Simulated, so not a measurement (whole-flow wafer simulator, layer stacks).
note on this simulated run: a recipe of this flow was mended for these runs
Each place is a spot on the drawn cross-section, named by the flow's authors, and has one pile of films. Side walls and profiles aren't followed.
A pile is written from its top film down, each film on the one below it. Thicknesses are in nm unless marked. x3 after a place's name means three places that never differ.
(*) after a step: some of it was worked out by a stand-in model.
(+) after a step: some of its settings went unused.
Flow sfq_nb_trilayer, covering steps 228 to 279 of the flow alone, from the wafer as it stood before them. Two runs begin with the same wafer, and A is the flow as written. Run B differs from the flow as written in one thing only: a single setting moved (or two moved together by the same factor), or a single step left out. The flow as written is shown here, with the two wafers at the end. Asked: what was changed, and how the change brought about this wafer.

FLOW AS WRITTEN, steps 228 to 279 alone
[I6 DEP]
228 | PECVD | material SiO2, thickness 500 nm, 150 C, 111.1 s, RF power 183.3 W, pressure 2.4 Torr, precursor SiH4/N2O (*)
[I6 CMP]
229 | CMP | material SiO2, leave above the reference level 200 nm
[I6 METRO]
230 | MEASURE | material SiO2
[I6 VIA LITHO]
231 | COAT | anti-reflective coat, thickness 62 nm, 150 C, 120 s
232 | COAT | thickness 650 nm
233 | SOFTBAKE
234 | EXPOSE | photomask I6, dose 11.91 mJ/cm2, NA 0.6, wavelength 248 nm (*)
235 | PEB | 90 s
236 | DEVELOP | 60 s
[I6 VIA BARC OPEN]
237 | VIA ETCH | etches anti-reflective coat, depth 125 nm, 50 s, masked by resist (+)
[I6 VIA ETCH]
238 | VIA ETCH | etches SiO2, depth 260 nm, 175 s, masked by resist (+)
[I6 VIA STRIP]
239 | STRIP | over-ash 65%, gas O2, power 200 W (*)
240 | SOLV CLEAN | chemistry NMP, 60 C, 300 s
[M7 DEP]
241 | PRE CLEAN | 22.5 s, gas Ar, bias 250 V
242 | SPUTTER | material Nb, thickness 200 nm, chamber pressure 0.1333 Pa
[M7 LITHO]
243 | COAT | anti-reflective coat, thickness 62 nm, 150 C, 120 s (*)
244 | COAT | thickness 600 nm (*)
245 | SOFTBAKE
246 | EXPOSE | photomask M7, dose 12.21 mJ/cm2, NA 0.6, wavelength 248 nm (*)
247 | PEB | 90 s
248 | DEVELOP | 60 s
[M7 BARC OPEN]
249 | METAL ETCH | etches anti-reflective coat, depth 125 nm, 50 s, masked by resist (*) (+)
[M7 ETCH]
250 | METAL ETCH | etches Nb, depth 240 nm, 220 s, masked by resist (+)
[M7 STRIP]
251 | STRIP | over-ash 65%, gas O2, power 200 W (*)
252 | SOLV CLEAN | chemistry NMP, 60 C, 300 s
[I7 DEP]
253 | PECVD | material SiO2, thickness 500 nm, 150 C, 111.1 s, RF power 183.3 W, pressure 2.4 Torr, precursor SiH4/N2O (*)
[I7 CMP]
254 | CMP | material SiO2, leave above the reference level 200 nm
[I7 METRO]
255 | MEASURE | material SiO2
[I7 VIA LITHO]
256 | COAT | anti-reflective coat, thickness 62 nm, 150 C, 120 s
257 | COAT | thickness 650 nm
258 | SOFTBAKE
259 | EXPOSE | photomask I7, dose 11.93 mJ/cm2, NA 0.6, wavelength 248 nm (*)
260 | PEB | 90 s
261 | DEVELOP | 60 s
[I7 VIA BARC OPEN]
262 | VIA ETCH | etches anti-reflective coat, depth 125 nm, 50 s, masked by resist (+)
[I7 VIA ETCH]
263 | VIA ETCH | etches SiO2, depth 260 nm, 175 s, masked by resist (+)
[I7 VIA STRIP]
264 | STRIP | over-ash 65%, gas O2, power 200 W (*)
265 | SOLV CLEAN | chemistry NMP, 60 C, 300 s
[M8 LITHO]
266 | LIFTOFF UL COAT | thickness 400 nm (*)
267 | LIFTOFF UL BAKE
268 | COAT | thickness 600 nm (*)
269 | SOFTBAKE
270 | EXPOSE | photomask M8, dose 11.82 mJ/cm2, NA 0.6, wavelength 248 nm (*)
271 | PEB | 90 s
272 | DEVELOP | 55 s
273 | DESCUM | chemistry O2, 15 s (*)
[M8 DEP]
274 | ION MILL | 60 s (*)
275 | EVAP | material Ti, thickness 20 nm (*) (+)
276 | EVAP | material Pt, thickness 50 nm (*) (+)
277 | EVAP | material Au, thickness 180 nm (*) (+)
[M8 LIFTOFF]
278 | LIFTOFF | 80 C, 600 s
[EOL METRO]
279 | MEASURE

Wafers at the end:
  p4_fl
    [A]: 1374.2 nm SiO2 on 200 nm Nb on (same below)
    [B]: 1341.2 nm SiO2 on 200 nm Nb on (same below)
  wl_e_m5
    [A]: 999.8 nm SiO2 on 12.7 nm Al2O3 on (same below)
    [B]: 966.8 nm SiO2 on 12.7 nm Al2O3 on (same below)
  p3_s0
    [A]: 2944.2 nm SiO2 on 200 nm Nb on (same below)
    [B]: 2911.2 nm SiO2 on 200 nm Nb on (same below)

The reason: step 228, PECVD: thickness 275 nm was run, whereas the flow has thickness 500 nm; step 228, PECVD: 61.11 s was run, where the flow has 111.1 s.

Step by step, how the change led to this:
  228 | PECVD | material SiO2, thickness 500 nm, 150 C, 111.1 s, RF power 183.3 W, pressure 2.4 Torr, precursor SiH4/N2O (*)
      field_l, p4_fl, p4_fm and 62 more: A +500 SiO2 | B +275 SiO2
      v_sur, via_wl, via_w and 21 more: A +500 SiO2 (new film) | B +275 SiO2 (new film)
      (and at 17 other places as well)
  229 | CMP | material SiO2, leave above the reference level 200 nm
      field_l, p4_fl, p4_fm and 59 more: A -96 SiO2 | B nothing
      moat, field_r, lsp_l, ln_m5, lsp_m: A -89.5 SiO2 | B nothing
      (and at 39 other places as well)
  231 | COAT | anti-reflective coat, thickness 62 nm, 150 C, 120 s
      p3_s3, p3_l4, p3_s4, m8r_gap_c: A +62 anti-reflective coat (new film) | B +63.4 anti-reflective coat (new film)
      via_wl, ln_m5: A +62 anti-reflective coat (new film) | B +55.4 anti-reflective coat (new film)
      (and at 89 other places as well)
  232 | COAT | thickness 650 nm
      via_w, c5j: A +650 KrF-resist-other-grade (new film) | B +612 KrF-resist-other-grade (new film)
      wl_a_sl, r5r_space_c: A +650 KrF-resist-other-grade (new film) | B +671.9 KrF-resist-other-grade (new film)
      (and at 61 other places as well)
  236 | DEVELOP | 60 s
      via_v: A -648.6 KrF-resist-other-grade (all of it) | B -609.5 KrF-resist-other-grade (all of it)
  239 | STRIP | over-ash 65%, gas O2, power 200 W (*)
      p3_s3, p3_s4: A -510.8 KrF-resist-other-grade (all of it), -62 anti-reflective coat (all of it) | B -515.3 KrF-resist-other-grade (all of it), -63.4 anti-reflective coat (all of it)
      m0r_line_l, m7r_line_l: A -510.8 KrF-resist-other-grade (all of it), -62 anti-reflective coat (all of it) | B -549.6 KrF-resist-other-grade (all of it), -51.2 anti-reflective coat (all of it)
      (and at 95 other places as well)
  242 | SPUTTER | material Nb, thickness 200 nm, chamber pressure 0.1333 Pa
      lsp_r, l0_sur, l0v: A +200 Nb (new film) | B +194.4 Nb (new film)
      moat, lsp_m: A +200 Nb (new film) | B +186.5 Nb (new film)
      (and at 2 other places as well)
  243 | COAT | anti-reflective coat, thickness 62 nm, 150 C, 120 s (*)
      p3_l2, p3_s3, p3_l4, p3_s4: A +62 anti-reflective coat (new film) | B +63.3 anti-reflective coat (new film)
      p4_g1, p3_l5: A +62 anti-reflective coat (new film) | B +63.8 anti-reflective coat (new film)
      (and at 91 other places as well)
  244 | COAT | thickness 600 nm (*)
      m0r_line_l, m7r_line_l: A +600 KrF-resist-other-grade (new film) | B +638.5 KrF-resist-other-grade (new film)
      m0r_line_r, m7r_line_r: A +600 KrF-resist-other-grade (new film) | B +638.8 KrF-resist-other-grade (new film)
      (and at 61 other places as well)
  248 | DEVELOP | 60 s
      m5r_line_l, m5r_line_r: A -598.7 KrF-resist-other-grade (all of it) | B -630.2 KrF-resist-other-grade (all of it)
      m5r_linepad_l, m5r_linepad_r: A -598.7 KrF-resist-other-grade (all of it) | B -561.5 KrF-resist-other-grade (all of it)
      (and at 25 other places as well)
  249 | METAL ETCH | etches anti-reflective coat, depth 125 nm, 50 s, masked by resist (*) (+)
      m5r_linepad_l, m5r_linepad_r, m8r_pad_l, m8r_pad_r: A -62 anti-reflective coat (all of it) | B -125 anti-reflective coat
      p3_l2, p3_s3, p3_l4, p3_s4: A -62 anti-reflective coat (all of it) | B -63.3 anti-reflective coat (all of it)
      (and at 50 other places as well)
  250 | METAL ETCH | etches Nb, depth 240 nm, 220 s, masked by resist (+)
      m5r_linepad_l, m5r_linepad_r: A -200 Nb (all of it), -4 SiO2 | B -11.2 anti-reflective coat (all of it), -200 Nb (all of it), -2.39 SiO2
      m8r_pad_l, m8r_pad_r: A -200 Nb (all of it), -4 SiO2 | B -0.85 anti-reflective coat (all of it), -200 Nb (all of it), -3.88 SiO2
      (and at 2 other places as well)
  251 | STRIP | over-ash 65%, gas O2, power 200 W (*)
      v_sur: A -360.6 KrF-resist-other-grade (all of it), -64.6 anti-reflective coat (all of it) | B -337.7 KrF-resist-other-grade (all of it), -29.9 anti-reflective coat (all of it)
      via_wl: A -357.5 KrF-resist-other-grade (all of it), -67.5 anti-reflective coat (all of it) | B -320 KrF-resist-other-grade (all of it), -55.7 anti-reflective coat (all of it)
      (and at 39 other places as well)
  253 | PECVD | material SiO2, thickness 500 nm, 150 C, 111.1 s, RF power 183.3 W, pressure 2.4 Torr, precursor SiH4/N2O (*)
      be: A +500 SiO2 (new film) | B +349.7 SiO2 (new film)
      gap: A +500 SiO2 (new film) | B +534 SiO2 (new film)
  254 | CMP | material SiO2, leave above the reference level 200 nm
      field_l, p4_fl, p4_fm and 48 more: A -96 SiO2 | B nothing
      field_r, lsp_l: A -73.2 SiO2 | B nothing
      (and at 28 other places as well)
  256 | COAT | anti-reflective coat, thickness 62 nm, 150 C, 120 s
      m5r_space_l, m5r_space_r, m8r_pad_w: A +62 anti-reflective coat (new film) | B +68.1 anti-reflective coat (new film)
      via_w, sp_r: A +62 anti-reflective coat (new film) | B +60.4 anti-reflective coat (new film)
      (and at 52 other places as well)
  ... 5 other steps ...
  278 | LIFTOFF | 80 C, 600 s
      m0r_space_l, m0r_space_r: A -180 Au (all of it), -50 Pt (all of it), -20 Ti (all of it), -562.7 KrF-resist-other-grade (all of it), -400 lift-off-underlayer (all of it) | B -180 Au (all of it), -50 Pt (all of it), -20 Ti (all of it), -563.3 KrF-resist-other-grade (all of it), -410.1 lift-off-underlayer (all of it)
      m5r_linepad_l, m5r_linepad_r: A -180 Au (all of it), -50 Pt (all of it), -20 Ti (all of it), -562.7 KrF-resist-other-grade (all of it), -400 lift-off-underlayer (all of it) | B -180 Au (all of it), -50 Pt (all of it), -20 Ti (all of it), -559.6 KrF-resist-other-grade (all of it), -408.8 lift-off-underlayer (all of it)
      (and at 21 other places as well)
